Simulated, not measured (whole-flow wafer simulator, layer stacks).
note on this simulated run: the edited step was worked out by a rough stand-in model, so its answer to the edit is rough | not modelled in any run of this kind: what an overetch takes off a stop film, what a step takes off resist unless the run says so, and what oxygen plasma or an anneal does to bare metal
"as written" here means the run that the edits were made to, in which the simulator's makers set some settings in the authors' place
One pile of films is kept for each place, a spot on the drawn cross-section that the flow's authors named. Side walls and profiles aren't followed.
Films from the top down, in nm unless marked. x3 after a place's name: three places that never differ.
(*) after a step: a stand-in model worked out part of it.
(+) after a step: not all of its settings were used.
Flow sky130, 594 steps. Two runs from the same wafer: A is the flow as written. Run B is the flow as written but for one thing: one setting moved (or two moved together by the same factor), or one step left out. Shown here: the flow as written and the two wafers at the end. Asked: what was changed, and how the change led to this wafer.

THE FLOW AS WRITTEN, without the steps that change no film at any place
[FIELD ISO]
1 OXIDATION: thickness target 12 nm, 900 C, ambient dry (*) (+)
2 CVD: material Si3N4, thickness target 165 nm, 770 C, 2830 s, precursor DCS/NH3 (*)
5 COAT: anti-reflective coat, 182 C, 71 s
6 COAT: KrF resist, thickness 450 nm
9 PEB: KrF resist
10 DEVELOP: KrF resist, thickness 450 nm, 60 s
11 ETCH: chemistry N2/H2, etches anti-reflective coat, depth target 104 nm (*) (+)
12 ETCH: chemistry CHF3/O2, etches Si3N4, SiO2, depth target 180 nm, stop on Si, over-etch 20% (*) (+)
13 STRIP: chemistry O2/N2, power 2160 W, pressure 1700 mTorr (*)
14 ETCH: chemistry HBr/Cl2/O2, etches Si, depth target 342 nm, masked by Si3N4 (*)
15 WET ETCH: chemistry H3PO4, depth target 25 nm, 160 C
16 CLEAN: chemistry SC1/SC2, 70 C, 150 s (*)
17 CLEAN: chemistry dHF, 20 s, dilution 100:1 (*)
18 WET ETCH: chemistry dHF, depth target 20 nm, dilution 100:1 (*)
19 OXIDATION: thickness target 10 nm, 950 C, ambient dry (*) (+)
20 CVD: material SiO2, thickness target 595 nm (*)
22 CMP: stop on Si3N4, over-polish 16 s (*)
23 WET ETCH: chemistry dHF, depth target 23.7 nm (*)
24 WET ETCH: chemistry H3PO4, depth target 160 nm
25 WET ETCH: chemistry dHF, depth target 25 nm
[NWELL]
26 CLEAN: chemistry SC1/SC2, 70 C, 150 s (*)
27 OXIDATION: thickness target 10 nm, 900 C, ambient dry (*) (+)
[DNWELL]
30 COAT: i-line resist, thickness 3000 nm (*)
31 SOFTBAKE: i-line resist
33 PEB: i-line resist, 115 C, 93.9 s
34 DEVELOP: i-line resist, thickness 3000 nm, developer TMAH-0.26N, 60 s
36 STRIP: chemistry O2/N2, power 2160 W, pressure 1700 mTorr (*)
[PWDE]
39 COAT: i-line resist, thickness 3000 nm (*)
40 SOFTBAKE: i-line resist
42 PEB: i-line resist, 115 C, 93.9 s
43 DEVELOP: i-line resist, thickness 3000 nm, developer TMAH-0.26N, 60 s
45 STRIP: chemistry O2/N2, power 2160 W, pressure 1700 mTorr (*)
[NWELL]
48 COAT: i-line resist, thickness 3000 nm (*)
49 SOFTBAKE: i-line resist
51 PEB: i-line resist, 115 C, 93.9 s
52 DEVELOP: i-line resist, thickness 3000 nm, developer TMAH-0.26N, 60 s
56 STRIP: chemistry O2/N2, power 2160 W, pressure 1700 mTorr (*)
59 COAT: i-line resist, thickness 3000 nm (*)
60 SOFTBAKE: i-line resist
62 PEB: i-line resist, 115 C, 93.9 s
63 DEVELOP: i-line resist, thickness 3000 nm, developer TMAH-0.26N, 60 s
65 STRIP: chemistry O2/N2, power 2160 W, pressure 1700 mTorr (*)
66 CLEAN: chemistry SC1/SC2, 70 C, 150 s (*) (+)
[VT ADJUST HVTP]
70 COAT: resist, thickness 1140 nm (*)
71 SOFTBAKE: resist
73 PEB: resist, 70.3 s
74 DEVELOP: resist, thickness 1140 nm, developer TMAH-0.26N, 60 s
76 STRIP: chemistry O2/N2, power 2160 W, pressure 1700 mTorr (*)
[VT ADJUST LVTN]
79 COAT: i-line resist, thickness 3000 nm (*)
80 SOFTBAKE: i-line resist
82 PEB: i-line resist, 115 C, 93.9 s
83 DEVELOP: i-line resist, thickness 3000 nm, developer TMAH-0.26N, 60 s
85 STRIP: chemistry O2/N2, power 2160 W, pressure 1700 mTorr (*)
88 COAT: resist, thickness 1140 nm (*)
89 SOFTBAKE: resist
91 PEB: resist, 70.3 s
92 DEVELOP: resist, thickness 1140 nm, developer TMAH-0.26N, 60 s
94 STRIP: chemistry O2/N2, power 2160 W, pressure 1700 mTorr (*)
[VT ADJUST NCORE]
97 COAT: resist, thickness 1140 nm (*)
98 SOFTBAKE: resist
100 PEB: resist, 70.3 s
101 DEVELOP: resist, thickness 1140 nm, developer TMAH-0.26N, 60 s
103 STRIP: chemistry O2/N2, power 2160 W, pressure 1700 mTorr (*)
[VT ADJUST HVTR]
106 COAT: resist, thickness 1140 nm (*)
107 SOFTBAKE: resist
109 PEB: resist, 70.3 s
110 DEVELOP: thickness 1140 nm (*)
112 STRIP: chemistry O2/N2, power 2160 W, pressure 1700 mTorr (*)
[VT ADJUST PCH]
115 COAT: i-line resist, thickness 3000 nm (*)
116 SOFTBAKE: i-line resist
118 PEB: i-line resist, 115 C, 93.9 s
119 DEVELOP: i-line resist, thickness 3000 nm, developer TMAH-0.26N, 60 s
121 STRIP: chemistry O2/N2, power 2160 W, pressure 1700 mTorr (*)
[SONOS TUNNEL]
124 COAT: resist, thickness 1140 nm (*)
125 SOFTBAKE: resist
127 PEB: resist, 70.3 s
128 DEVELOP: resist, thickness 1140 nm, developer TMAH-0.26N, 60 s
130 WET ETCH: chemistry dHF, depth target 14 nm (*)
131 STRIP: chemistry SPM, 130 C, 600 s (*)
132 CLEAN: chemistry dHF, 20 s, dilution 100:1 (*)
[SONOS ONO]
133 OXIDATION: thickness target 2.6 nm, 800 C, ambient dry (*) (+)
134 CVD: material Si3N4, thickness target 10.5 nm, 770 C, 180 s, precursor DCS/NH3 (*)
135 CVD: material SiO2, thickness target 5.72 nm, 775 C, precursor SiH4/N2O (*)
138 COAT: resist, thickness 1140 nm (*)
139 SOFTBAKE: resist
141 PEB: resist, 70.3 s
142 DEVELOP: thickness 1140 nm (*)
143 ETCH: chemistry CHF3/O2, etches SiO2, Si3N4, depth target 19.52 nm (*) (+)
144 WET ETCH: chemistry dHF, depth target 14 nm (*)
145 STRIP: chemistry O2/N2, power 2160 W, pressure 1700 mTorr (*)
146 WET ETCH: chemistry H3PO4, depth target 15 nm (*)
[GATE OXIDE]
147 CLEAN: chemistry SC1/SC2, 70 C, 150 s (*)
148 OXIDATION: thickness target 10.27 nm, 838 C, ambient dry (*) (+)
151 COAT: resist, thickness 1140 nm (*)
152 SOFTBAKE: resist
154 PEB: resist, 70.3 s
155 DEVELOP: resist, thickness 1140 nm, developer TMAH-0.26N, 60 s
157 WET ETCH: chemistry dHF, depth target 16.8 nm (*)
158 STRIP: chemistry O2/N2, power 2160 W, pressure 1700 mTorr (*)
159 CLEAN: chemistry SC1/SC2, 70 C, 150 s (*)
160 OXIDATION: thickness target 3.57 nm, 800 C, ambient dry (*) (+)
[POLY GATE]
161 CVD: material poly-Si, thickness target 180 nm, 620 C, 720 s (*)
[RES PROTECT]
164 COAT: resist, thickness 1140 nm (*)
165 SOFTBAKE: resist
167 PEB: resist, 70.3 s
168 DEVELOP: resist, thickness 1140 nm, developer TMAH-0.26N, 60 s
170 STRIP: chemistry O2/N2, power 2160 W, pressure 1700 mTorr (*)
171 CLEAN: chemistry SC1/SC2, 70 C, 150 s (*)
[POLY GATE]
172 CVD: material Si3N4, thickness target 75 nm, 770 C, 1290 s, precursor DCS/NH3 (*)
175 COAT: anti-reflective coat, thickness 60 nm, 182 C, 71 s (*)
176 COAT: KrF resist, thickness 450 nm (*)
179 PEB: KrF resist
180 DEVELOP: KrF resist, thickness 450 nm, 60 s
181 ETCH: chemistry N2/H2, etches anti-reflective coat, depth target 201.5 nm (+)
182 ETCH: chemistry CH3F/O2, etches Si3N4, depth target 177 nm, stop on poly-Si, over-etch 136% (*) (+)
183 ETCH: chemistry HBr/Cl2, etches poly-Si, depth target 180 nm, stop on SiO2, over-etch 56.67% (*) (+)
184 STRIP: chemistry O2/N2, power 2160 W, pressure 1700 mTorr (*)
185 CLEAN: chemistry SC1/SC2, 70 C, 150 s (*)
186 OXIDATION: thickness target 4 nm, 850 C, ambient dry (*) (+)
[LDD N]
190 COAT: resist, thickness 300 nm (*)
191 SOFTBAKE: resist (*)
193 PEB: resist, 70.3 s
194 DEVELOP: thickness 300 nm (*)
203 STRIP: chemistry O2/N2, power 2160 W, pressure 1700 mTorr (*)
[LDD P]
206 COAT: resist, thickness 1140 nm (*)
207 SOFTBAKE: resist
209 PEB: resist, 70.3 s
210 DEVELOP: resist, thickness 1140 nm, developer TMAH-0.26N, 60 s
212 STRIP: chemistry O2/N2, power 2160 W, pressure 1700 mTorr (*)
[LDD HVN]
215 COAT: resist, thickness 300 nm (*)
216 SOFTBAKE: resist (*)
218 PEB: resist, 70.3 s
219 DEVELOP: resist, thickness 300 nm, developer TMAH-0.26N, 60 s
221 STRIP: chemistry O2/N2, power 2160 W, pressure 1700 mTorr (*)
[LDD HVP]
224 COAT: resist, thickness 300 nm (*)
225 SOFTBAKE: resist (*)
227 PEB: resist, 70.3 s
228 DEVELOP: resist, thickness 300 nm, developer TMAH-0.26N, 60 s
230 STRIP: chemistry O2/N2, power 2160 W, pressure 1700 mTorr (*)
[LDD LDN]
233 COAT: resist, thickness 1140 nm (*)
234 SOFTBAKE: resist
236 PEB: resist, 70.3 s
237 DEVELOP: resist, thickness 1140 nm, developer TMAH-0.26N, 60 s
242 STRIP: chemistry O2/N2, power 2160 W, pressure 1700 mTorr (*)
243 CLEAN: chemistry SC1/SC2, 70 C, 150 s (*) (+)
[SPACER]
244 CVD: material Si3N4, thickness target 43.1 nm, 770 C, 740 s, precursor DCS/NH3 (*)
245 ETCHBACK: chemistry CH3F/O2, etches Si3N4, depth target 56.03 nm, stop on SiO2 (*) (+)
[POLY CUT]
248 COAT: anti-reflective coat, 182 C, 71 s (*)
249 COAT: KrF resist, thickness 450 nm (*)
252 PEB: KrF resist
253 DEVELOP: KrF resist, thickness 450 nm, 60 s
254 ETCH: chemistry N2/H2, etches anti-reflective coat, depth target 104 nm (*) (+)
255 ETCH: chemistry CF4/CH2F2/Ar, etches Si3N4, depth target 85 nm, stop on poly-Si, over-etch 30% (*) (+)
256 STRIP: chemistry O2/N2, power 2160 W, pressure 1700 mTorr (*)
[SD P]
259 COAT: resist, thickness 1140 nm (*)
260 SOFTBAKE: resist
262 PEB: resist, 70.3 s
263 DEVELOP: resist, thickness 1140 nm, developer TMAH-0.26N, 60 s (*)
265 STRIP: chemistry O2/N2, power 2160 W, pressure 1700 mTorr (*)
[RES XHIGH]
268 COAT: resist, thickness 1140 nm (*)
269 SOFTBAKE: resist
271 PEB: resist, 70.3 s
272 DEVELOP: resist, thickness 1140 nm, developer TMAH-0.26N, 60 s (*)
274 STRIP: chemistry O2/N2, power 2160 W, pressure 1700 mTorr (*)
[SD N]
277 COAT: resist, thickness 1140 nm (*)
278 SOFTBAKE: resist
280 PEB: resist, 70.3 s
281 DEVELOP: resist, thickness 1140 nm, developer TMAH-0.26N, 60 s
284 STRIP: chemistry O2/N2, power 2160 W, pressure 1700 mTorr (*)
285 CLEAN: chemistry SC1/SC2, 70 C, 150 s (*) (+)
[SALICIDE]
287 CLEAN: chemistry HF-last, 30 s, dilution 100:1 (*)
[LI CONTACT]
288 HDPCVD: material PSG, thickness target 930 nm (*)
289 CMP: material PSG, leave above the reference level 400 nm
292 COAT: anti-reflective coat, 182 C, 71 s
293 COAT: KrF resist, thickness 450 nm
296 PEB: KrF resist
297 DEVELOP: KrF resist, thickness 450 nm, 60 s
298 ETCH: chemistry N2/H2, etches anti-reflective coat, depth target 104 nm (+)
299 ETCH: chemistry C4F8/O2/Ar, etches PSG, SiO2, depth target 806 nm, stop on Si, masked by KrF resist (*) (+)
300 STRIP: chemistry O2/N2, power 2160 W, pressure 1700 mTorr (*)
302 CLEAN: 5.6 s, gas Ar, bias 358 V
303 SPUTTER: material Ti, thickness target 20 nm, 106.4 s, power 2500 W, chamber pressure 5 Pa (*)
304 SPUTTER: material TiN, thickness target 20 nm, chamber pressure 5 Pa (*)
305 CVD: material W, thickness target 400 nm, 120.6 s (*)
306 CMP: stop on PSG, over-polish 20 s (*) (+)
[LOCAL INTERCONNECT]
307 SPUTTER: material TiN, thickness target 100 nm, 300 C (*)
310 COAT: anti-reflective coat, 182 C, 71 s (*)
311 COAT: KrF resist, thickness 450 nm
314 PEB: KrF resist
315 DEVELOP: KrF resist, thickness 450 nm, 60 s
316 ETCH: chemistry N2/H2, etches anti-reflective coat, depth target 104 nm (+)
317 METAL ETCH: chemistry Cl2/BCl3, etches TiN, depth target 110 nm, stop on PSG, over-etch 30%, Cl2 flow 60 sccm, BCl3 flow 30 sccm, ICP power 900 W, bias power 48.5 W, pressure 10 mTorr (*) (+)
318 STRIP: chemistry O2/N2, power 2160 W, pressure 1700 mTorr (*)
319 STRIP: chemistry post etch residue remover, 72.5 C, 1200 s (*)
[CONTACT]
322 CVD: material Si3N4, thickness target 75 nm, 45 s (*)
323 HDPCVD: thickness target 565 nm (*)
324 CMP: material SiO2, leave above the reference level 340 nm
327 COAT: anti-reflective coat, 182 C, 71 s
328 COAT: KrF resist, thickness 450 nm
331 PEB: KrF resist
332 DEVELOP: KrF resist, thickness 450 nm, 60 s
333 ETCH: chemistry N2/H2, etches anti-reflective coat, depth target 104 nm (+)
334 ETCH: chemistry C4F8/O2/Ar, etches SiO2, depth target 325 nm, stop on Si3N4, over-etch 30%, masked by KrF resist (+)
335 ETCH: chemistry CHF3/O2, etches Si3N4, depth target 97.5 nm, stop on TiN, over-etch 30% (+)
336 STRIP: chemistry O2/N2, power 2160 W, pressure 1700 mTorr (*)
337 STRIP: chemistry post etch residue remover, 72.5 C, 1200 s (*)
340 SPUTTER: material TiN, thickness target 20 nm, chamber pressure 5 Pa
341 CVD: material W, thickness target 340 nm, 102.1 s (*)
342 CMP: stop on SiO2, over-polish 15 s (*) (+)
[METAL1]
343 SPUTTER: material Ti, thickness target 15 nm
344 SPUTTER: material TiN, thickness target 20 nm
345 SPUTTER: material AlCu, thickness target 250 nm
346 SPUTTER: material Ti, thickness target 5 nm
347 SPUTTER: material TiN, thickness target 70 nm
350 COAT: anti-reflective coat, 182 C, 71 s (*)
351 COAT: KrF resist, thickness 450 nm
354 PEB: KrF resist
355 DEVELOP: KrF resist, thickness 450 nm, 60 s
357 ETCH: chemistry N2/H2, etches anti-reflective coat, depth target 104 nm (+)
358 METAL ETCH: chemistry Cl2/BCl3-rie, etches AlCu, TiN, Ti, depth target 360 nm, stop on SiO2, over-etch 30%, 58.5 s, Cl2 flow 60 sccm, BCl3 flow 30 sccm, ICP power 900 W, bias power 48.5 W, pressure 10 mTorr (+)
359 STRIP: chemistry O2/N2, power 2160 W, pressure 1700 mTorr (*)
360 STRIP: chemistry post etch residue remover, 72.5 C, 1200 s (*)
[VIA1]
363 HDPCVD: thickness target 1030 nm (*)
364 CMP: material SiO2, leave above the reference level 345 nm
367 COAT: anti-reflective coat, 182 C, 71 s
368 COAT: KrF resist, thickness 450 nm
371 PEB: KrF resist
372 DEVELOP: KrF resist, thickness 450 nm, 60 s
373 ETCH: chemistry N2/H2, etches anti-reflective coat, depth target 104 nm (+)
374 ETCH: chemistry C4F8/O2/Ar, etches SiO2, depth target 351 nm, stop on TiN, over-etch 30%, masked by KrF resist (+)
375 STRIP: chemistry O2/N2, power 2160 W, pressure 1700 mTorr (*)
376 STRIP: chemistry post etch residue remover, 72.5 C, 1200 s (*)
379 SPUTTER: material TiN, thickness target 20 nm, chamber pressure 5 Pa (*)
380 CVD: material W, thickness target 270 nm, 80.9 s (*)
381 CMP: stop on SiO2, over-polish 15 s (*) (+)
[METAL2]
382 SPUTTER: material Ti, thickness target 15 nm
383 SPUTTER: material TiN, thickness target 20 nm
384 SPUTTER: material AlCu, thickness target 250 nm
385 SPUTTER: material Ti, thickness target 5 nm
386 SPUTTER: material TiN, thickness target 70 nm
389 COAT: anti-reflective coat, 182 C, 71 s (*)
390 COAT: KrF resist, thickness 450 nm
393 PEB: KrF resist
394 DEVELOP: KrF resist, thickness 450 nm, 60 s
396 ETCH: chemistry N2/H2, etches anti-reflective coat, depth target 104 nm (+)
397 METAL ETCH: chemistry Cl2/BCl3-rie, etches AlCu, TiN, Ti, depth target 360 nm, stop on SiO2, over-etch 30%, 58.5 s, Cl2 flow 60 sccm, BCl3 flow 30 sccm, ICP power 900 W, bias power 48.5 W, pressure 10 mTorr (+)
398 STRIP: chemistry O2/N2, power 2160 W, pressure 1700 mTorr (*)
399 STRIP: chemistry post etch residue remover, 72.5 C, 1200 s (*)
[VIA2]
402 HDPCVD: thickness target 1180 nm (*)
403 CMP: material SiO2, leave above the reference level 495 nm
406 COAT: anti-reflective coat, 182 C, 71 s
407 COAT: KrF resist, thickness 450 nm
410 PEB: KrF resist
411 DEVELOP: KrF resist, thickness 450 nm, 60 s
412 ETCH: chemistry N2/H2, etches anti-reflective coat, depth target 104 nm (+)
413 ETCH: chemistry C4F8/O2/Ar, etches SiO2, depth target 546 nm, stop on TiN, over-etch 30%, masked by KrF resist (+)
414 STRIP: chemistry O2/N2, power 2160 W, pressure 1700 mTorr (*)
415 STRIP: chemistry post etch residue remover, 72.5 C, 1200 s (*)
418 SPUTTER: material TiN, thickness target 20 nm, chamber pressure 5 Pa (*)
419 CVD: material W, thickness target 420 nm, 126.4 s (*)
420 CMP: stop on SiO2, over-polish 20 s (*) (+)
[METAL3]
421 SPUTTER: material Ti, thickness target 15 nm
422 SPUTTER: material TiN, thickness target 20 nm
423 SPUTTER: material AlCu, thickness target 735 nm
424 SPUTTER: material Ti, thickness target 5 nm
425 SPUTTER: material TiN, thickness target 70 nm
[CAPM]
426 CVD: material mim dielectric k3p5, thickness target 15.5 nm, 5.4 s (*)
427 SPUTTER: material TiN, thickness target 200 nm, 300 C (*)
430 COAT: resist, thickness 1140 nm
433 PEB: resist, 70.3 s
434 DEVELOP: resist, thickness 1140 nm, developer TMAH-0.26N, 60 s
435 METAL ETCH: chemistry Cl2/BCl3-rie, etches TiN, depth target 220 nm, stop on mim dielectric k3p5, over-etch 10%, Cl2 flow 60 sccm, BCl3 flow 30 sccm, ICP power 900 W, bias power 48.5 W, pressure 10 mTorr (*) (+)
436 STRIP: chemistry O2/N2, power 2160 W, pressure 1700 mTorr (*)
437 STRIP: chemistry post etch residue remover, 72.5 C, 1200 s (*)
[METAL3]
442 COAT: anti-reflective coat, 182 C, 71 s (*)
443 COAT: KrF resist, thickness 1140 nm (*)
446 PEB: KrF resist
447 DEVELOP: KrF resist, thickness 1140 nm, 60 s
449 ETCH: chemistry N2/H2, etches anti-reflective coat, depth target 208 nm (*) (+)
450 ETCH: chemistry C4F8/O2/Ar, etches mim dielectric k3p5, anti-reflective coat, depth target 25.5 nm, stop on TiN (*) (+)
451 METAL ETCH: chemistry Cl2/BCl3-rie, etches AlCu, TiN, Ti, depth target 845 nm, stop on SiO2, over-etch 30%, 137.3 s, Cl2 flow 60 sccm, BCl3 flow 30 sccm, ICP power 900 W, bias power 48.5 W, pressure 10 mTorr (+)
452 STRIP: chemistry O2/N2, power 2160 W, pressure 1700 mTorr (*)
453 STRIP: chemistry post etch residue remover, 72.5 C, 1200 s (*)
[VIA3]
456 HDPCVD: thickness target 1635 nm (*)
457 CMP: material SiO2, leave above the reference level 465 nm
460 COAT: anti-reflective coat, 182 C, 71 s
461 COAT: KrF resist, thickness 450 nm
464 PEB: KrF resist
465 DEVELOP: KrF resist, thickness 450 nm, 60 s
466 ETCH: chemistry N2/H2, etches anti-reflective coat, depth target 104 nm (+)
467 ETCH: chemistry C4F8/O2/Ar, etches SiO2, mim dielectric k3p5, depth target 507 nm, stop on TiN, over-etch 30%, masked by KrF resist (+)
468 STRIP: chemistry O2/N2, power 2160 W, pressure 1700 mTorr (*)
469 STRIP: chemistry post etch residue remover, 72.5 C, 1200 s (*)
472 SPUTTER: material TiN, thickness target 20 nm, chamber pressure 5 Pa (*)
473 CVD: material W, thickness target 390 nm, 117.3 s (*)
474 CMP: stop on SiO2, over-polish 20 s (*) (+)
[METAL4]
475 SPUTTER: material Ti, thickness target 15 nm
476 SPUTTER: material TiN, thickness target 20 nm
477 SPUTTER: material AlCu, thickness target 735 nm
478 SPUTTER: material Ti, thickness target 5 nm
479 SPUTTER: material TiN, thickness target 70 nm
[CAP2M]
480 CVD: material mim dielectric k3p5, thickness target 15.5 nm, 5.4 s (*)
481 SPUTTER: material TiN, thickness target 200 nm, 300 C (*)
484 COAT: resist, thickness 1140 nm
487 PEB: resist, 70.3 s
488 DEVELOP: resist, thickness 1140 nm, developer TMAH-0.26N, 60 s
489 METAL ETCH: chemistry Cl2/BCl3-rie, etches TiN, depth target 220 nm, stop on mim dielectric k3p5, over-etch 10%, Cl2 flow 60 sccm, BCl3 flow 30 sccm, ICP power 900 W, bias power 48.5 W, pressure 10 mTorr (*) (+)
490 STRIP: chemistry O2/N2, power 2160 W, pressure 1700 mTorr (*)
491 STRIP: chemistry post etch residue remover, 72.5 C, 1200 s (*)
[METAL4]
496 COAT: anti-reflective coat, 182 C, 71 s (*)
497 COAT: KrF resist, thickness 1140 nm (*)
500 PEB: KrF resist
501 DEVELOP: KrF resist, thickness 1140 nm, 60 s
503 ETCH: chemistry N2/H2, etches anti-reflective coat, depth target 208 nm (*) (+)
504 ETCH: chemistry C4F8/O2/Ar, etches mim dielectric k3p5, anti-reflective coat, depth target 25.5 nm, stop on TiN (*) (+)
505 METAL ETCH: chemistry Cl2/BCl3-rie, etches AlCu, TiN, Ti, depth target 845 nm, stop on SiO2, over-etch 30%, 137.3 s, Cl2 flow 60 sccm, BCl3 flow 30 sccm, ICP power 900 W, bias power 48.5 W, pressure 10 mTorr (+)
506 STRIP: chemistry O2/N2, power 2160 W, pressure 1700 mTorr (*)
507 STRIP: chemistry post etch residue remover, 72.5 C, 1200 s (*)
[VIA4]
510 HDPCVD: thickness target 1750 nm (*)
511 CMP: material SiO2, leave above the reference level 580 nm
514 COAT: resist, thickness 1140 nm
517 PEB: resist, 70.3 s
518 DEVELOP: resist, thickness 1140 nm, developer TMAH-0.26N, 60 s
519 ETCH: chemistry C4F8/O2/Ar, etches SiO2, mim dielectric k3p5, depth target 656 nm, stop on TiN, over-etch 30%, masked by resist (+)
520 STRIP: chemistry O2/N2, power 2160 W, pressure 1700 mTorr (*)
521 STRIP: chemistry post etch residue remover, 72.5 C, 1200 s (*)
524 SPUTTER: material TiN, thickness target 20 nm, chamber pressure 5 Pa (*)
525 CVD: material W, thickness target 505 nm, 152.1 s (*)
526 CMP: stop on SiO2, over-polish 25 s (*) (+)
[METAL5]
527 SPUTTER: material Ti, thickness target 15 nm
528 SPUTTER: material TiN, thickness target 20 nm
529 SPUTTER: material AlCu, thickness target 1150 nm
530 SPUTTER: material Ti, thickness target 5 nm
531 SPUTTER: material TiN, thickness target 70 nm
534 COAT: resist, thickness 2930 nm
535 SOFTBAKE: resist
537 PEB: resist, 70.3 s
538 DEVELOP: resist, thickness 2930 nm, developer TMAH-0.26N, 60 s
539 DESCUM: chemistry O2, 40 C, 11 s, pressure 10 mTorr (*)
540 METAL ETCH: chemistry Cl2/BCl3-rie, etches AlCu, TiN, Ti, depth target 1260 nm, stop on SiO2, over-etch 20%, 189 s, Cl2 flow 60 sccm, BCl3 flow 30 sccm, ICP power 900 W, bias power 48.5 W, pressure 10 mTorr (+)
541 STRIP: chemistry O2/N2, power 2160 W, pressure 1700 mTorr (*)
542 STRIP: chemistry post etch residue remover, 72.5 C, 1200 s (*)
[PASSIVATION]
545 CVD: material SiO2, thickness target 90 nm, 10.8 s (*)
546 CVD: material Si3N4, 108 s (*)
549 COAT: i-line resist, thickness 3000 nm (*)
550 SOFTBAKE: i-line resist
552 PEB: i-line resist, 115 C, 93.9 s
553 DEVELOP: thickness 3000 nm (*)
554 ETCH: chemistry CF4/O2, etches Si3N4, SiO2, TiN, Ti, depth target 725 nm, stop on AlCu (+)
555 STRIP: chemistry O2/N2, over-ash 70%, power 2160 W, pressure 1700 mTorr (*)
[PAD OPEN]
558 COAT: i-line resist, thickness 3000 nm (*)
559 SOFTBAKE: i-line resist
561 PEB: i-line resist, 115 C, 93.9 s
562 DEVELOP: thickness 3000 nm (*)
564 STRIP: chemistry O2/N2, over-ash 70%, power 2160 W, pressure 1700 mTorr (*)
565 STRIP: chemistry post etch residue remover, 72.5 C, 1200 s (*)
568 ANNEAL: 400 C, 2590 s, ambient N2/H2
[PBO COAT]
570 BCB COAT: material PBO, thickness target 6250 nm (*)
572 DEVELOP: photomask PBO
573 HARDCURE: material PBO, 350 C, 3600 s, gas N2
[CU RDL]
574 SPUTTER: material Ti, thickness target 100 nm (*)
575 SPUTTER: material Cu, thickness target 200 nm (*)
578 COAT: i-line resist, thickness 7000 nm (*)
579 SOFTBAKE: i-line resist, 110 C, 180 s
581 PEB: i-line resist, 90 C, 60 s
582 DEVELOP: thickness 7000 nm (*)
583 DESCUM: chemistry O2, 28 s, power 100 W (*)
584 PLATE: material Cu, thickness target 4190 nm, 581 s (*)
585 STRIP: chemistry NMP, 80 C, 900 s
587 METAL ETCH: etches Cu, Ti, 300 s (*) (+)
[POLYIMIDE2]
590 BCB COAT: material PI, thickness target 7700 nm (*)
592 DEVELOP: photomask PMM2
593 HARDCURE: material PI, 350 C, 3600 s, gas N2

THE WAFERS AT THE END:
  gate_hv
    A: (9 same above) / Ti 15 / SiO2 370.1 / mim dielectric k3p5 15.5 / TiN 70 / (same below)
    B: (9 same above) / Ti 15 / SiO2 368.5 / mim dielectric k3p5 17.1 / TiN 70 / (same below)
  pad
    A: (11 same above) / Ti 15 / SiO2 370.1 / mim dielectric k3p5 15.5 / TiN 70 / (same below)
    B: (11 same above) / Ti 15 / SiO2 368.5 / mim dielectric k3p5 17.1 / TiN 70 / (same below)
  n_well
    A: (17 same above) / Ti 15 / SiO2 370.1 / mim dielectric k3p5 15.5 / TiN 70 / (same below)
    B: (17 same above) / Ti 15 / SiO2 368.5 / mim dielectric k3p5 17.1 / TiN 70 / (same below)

The cause: step 426, CVD: thickness target 17.1 nm was run, where the flow has thickness target 15.5 nm; step 426, CVD: 5.94 s was run, where the flow has 5.4 s.
It can be read off the wafer: gate_hv has mim dielectric k3p5 17.1, and step 426 as written asks for 15.5 nm.

How the change led to this, step by step:
  426 CVD: material mim dielectric k3p5, thickness target 15.5 nm, 5.4 s (*)
      field, active, n_well and 188 more: A mim dielectric k3p5 +15.5 (new film) | B mim dielectric k3p5 +17.1 (new film)
  450 ETCH: chemistry C4F8/O2/Ar, etches mim dielectric k3p5, anti-reflective coat, depth target 25.5 nm, stop on TiN (*) (+)
      n_well, p_well, gate_hv and 104 more: A KrF resist -15.5 | B KrF resist -17
      field, active, gate and 82 more: A mim dielectric k3p5 -15.5 (all of it) | B mim dielectric k3p5 -17.1 (all of it)
  467 ETCH: chemistry C4F8/O2/Ar, etches SiO2, mim dielectric k3p5, depth target 507 nm, stop on TiN, over-etch 30%, masked by KrF resist (+)
      m1: A SiO2 -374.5 (all of it), mim dielectric k3p5 -15.5 (all of it) | B SiO2 -372.9 (all of it), mim dielectric k3p5 -17.1 (all of it)
      via3_hole: A SiO2 -373.9 (all of it), mim dielectric k3p5 -15.5 (all of it) | B SiO2 -372.3 (all of it), mim dielectric k3p5 -17.1 (all of it)
